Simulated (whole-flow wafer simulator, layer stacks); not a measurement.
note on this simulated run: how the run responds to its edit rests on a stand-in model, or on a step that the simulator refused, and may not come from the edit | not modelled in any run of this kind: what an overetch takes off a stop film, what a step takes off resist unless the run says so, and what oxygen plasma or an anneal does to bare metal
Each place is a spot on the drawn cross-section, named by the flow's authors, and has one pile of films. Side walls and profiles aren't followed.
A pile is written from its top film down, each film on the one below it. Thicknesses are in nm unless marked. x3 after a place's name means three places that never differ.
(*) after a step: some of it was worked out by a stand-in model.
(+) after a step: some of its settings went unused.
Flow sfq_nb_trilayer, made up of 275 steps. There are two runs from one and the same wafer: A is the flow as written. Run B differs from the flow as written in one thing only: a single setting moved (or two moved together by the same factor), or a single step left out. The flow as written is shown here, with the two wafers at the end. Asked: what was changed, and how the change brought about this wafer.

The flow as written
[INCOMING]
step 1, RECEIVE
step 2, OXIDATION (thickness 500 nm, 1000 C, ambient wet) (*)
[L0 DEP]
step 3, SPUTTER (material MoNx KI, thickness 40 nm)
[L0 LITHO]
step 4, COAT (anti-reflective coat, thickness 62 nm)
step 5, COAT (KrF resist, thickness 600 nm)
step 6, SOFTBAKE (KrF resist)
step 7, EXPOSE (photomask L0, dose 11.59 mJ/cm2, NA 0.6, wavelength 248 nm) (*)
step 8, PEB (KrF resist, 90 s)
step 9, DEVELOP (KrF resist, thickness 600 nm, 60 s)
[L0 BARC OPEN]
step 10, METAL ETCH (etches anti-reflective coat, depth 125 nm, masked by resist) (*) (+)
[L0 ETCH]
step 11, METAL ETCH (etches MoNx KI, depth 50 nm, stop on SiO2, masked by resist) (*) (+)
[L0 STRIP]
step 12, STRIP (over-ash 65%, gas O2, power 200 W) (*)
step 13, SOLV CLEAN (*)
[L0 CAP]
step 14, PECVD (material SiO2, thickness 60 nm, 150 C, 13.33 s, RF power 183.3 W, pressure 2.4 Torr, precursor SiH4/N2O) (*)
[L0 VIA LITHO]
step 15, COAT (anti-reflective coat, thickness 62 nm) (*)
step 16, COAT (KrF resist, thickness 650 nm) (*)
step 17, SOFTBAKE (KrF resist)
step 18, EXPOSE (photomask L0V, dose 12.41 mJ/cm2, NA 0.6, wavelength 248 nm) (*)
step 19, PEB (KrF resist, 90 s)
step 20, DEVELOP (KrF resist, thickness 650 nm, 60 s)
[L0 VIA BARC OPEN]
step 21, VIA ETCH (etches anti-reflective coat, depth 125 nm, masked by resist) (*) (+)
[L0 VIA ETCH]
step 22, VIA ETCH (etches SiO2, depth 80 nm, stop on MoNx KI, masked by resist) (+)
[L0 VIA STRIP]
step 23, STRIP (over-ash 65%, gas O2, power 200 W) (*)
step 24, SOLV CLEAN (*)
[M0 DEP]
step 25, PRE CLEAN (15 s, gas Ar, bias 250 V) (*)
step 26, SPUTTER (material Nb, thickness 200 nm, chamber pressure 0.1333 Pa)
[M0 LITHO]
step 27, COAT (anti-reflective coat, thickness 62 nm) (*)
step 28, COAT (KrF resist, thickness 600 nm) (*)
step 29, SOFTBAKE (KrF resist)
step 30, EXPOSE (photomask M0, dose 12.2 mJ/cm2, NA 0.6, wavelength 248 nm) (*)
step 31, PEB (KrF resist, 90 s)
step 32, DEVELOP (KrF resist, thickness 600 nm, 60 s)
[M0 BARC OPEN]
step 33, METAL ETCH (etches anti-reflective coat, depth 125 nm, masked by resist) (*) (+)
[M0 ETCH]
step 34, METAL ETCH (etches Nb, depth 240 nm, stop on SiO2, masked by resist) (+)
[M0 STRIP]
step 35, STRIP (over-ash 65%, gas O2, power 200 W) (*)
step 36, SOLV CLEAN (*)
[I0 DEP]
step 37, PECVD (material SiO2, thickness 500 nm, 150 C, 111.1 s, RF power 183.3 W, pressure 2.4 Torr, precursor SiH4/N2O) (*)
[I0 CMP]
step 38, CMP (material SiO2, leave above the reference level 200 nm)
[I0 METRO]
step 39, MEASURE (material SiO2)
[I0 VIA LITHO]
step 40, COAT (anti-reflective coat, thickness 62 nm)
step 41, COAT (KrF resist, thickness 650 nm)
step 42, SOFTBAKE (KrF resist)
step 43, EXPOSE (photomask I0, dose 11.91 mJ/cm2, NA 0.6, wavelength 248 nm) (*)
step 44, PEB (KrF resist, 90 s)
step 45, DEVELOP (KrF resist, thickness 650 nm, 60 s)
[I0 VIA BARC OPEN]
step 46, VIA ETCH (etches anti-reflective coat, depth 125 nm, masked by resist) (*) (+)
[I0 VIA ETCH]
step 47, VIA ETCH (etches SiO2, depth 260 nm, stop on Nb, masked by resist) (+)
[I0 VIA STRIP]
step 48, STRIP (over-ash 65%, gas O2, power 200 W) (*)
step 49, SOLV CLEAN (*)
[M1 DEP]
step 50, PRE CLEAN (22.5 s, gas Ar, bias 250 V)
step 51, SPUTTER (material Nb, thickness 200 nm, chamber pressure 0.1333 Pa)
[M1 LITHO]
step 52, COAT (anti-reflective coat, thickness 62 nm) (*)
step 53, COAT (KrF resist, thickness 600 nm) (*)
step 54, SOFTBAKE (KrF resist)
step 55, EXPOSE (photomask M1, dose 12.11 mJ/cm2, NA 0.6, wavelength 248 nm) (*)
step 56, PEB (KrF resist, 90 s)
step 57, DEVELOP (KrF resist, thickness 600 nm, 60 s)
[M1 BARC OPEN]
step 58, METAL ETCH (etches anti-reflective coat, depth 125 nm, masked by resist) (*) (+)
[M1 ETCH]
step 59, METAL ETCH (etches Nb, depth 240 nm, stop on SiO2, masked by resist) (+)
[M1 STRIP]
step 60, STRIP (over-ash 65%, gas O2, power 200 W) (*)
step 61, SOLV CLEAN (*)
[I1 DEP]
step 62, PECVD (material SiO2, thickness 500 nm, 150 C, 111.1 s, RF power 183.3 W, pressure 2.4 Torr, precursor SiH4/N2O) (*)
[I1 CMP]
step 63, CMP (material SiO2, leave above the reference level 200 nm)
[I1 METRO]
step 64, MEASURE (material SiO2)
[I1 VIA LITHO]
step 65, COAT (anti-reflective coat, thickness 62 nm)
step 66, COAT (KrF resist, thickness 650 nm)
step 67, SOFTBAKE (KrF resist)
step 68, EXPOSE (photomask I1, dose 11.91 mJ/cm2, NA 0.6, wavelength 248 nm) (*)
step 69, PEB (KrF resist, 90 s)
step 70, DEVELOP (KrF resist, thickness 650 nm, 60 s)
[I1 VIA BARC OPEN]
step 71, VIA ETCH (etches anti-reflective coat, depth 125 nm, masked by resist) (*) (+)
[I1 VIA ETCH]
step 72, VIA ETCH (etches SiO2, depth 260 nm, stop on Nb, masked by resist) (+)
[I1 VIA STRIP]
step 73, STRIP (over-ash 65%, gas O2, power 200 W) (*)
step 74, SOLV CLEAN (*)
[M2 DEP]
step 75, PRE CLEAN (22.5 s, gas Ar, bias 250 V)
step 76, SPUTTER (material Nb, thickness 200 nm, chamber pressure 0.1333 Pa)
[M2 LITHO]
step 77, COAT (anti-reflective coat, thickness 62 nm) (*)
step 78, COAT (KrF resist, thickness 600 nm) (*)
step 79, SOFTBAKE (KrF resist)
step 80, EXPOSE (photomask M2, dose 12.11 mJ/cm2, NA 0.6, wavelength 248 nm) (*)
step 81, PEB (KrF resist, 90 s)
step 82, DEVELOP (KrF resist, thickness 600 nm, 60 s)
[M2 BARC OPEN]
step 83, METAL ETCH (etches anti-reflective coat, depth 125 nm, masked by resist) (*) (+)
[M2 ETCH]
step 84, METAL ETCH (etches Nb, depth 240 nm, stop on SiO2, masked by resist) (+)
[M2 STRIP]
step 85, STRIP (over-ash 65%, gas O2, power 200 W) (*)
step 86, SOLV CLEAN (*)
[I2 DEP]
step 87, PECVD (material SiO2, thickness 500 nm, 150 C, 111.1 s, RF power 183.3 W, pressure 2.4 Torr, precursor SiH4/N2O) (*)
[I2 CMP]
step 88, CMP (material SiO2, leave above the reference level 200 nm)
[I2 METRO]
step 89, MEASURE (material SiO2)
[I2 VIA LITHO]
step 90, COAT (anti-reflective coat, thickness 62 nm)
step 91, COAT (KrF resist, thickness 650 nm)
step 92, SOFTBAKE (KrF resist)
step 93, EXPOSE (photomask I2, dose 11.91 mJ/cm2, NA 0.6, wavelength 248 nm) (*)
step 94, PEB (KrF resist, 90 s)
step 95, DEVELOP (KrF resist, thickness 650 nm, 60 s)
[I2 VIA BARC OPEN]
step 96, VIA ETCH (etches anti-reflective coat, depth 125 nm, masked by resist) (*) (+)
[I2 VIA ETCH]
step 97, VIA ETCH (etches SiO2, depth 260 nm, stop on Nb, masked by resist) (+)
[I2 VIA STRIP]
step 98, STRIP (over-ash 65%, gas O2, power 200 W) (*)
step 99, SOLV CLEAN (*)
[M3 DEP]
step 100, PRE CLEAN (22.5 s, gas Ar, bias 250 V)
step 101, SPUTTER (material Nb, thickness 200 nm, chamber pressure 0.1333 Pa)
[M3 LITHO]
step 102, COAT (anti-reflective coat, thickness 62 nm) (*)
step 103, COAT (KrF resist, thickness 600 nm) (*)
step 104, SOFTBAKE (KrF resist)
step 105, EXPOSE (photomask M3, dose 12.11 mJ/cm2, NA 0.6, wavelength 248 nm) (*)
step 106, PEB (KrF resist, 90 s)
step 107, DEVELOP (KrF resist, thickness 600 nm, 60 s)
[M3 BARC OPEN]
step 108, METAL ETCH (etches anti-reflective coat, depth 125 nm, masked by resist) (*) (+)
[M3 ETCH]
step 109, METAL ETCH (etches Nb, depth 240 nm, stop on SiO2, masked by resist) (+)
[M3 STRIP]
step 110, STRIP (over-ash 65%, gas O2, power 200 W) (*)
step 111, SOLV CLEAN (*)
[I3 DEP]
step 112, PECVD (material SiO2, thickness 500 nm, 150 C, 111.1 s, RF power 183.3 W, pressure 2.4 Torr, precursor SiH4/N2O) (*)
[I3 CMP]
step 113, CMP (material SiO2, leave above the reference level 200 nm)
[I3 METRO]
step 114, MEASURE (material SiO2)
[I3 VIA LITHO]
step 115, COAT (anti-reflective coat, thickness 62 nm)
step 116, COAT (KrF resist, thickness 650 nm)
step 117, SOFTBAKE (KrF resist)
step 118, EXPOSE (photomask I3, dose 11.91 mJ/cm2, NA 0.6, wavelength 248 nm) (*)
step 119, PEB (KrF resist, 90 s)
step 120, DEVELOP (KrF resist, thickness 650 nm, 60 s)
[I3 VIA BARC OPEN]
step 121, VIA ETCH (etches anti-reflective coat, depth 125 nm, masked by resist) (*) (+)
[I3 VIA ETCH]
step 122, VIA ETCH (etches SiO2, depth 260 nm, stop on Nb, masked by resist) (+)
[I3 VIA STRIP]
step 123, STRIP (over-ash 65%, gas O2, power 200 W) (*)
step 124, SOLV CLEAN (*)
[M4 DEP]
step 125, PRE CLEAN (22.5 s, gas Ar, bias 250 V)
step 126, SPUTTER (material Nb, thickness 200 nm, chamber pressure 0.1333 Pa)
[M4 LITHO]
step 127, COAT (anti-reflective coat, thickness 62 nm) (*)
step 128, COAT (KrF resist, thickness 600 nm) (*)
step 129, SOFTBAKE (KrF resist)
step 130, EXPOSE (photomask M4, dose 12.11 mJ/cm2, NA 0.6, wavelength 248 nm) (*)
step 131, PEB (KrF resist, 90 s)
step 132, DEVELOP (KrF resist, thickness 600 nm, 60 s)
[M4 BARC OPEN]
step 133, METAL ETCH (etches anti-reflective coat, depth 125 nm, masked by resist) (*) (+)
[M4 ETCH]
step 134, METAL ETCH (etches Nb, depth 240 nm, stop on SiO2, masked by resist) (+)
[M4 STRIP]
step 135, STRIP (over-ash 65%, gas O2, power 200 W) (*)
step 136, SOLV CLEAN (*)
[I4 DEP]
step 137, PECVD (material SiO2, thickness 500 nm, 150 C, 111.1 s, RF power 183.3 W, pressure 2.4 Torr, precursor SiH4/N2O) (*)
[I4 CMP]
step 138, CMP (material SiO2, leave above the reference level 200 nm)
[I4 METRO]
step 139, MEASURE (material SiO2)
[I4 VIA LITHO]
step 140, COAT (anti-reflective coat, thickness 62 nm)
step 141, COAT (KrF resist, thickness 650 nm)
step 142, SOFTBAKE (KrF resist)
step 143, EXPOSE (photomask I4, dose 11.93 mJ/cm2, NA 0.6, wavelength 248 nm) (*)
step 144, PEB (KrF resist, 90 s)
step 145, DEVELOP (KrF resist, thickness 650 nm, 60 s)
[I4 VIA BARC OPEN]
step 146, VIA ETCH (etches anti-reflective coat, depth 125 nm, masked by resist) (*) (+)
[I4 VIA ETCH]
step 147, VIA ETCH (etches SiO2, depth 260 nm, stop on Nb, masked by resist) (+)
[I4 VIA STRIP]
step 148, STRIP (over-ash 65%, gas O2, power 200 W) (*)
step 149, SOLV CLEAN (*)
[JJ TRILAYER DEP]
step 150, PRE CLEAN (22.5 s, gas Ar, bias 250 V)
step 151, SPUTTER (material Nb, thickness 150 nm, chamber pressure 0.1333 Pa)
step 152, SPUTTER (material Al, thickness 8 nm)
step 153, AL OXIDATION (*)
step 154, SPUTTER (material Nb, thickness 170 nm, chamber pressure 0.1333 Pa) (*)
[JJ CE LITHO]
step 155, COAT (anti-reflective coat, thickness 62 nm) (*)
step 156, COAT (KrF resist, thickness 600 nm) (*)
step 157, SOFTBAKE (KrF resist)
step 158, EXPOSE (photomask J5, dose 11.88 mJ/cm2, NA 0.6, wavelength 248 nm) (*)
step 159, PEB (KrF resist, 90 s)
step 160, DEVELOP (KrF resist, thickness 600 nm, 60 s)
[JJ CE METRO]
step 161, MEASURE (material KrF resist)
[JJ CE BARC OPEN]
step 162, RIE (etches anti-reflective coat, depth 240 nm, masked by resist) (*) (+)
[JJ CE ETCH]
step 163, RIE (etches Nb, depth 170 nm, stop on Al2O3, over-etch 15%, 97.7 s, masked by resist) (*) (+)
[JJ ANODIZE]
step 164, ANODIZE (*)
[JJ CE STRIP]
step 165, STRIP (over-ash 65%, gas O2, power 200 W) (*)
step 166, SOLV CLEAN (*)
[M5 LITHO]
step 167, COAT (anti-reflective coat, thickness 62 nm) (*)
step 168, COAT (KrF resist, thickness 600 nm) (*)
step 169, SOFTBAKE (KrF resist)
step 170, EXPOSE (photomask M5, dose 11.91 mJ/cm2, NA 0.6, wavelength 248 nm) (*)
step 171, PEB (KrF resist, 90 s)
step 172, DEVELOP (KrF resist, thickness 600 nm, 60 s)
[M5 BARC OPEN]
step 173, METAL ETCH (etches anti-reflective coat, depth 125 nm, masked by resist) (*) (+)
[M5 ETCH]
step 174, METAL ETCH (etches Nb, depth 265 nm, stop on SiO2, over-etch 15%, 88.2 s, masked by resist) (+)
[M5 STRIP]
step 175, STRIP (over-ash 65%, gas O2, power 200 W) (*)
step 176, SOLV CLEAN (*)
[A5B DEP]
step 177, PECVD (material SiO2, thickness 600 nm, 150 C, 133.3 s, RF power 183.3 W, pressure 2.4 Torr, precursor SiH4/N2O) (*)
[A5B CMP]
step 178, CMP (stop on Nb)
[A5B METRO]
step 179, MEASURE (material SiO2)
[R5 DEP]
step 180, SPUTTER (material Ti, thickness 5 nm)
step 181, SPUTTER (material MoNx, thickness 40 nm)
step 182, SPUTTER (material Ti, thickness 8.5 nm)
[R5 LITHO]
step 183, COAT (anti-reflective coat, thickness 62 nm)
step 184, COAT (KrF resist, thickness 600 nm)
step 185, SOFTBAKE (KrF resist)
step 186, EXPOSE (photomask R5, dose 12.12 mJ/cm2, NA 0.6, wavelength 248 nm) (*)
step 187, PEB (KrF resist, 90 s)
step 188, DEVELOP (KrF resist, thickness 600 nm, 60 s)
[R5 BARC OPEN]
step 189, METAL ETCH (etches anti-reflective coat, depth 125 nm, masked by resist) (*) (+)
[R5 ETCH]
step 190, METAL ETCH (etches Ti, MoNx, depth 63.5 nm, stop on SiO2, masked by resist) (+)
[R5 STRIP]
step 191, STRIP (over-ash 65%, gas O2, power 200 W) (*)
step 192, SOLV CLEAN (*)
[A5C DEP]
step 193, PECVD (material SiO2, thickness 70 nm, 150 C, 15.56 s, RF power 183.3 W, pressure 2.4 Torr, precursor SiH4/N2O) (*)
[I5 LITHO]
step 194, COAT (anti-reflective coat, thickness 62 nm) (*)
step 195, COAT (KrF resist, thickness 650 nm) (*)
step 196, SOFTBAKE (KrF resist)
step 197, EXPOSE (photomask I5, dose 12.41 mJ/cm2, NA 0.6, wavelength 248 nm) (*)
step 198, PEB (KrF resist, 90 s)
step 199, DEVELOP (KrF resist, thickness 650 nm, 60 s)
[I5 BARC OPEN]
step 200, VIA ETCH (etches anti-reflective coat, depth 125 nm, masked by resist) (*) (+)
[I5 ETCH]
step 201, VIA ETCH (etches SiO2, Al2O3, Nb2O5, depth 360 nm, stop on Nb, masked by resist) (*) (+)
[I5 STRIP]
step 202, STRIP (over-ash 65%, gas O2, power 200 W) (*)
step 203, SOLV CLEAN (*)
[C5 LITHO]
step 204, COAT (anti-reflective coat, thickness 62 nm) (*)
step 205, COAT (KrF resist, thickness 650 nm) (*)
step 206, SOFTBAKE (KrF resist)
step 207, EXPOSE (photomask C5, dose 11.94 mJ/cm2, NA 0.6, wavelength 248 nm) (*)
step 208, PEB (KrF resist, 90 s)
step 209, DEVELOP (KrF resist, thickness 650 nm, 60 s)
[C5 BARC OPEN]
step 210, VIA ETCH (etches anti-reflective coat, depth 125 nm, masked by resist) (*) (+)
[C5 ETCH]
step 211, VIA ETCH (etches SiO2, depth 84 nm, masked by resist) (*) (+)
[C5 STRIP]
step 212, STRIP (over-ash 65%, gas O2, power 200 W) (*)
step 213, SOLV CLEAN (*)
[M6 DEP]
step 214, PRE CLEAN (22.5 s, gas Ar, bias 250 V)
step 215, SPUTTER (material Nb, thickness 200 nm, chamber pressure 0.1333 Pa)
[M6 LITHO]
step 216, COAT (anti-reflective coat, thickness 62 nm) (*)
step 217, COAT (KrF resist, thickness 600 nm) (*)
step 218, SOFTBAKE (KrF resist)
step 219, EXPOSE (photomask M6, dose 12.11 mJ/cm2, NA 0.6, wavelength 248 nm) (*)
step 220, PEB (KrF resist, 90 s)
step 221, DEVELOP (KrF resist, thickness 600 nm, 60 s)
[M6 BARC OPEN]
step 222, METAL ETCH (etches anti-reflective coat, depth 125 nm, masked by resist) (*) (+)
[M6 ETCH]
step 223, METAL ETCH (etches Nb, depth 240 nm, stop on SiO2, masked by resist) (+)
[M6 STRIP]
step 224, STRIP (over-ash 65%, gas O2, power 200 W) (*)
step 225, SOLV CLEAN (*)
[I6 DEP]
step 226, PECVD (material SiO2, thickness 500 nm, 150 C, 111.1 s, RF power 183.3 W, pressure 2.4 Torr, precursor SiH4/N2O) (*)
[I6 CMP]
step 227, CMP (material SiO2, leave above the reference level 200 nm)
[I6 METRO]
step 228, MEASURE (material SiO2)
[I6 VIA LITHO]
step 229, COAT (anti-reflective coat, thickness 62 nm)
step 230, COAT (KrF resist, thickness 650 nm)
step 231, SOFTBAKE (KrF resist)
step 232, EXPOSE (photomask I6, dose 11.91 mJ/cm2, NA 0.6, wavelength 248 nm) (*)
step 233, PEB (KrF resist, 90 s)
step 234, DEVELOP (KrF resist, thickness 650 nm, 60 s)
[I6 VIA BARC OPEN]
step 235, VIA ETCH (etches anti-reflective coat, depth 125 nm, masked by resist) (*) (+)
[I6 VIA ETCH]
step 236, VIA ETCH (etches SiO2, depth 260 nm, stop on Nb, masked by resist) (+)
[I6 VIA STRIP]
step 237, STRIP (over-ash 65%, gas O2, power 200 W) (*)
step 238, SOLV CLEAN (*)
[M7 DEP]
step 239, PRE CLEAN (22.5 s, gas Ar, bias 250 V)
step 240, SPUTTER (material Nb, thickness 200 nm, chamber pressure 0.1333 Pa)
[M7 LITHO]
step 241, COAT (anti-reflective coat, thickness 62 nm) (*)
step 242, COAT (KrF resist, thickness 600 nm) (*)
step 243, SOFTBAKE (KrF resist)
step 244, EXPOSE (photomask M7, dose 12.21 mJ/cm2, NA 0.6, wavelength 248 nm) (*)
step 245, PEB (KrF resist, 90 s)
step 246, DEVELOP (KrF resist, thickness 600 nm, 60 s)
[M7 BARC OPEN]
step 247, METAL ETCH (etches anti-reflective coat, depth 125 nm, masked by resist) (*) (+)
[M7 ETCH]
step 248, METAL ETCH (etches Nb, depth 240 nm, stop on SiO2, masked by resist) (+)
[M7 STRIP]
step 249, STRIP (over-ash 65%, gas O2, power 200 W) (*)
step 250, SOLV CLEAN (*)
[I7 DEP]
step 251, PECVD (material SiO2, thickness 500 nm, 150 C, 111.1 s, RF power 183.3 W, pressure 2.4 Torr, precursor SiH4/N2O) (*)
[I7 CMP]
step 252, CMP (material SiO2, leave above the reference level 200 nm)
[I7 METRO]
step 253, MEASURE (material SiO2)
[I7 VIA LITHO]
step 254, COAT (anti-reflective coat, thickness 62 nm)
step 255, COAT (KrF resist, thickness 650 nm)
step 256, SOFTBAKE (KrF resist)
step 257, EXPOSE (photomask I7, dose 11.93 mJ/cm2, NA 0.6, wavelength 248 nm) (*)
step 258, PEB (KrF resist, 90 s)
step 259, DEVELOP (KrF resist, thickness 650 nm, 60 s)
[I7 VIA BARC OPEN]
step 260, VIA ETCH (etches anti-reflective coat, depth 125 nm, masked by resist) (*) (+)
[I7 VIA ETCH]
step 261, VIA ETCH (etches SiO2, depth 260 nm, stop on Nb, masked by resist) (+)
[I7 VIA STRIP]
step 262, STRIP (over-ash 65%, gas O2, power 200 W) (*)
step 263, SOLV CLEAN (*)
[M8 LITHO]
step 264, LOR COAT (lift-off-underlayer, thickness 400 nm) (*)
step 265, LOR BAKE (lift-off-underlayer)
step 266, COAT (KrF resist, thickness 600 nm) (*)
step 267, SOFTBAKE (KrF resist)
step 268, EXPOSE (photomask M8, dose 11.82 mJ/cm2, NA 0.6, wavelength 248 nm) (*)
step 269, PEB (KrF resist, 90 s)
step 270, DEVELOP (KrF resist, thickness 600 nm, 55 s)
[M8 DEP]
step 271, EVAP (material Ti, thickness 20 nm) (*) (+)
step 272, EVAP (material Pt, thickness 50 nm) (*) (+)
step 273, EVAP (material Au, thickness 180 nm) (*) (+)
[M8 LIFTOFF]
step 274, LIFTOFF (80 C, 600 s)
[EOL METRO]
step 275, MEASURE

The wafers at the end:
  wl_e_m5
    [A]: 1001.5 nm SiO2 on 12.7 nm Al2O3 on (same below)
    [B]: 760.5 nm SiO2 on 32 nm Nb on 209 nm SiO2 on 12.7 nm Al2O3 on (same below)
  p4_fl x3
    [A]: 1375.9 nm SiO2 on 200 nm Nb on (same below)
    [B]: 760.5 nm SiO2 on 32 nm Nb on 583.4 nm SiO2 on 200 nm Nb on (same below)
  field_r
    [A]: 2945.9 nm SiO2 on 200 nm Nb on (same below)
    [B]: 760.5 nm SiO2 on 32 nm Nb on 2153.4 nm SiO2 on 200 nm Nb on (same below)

Cause: step 223, METAL ETCH: depth 168 nm was run, while the flow as written has depth 240 nm.

The path from the change to this, step by step:
  step 223, METAL ETCH (etches Nb, depth 240 nm, stop on SiO2, masked by resist) (+)
      field_l, gap, moat and 76 more: A Nb loses 200 (all of it) | B Nb loses 168
      v_sur, via_wl, via_w and 24 more: A KrF resist loses 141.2 | B KrF resist loses 98.8
  step 224, STRIP (over-ash 65%, gas O2, power 200 W) (*)
      wl_j_sl, wl_j_sr: A KrF resist loses 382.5 (all of it), anti-reflective coat loses 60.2 (all of it) | B KrF resist loses 424.9 (all of it), anti-reflective coat loses 60.2 (all of it)
      wl_c_m6, wl_f_m6: A KrF resist loses 382.3 (all of it), anti-reflective coat loses 62 (all of it) | B KrF resist loses 424.6 (all of it), anti-reflective coat loses 62 (all of it)
      (and at 23 other places as well)
  step 226, PECVD (material SiO2, thickness 500 nm, 150 C, 111.1 s, RF power 183.3 W, pressure 2.4 Torr, precursor SiH4/N2O) (*)
      field_l, p4_fl x3, p4_w1 x9 and 52 more: A SiO2 gains 500 | B SiO2 gains 500 (new film)
      moat, field_r, lsp_l, ln_m5, lsp_m: A SiO2 gains 493.6 | B SiO2 gains 494.6 (new film)
      (and at 9 other places as well)
  step 227, CMP (material SiO2, leave above the reference level 200 nm)
      field_l, p4_fl x3, p4_w1 x9 and 49 more: A SiO2 loses 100 | B SiO2 loses 132
      moat, field_r, lsp_l, ln_m5, lsp_m: A SiO2 loses 93.6 | B SiO2 loses 126.6
      (and at 8 other places as well)
With metal films that touch counted as one body, wl_e_m5 has 7 bodies (between them, from the top down: SiO2 209 / Al2O3 12.7 / Nb2O5 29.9; SiO2 192.5; SiO2 192.5; SiO2 192.5; SiO2 192.5; SiO2 192.5); the flow as written gives 6 bodies (between them, from the top down: SiO2 192.5; SiO2 192.5; SiO2 192.5; SiO2 192.5; SiO2 192.5).
With metal films that touch counted as one body, p4_fl x3 has 3 bodies (between them, from the top down: SiO2 583.4; SiO2 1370); the flow as written gives 2 bodies (between them, from the top down: SiO2 1370).
With metal films that touch counted as one body, field_r has 2 bodies (between them, from the top down: SiO2 2153.4); the flow as written gives 1 body.
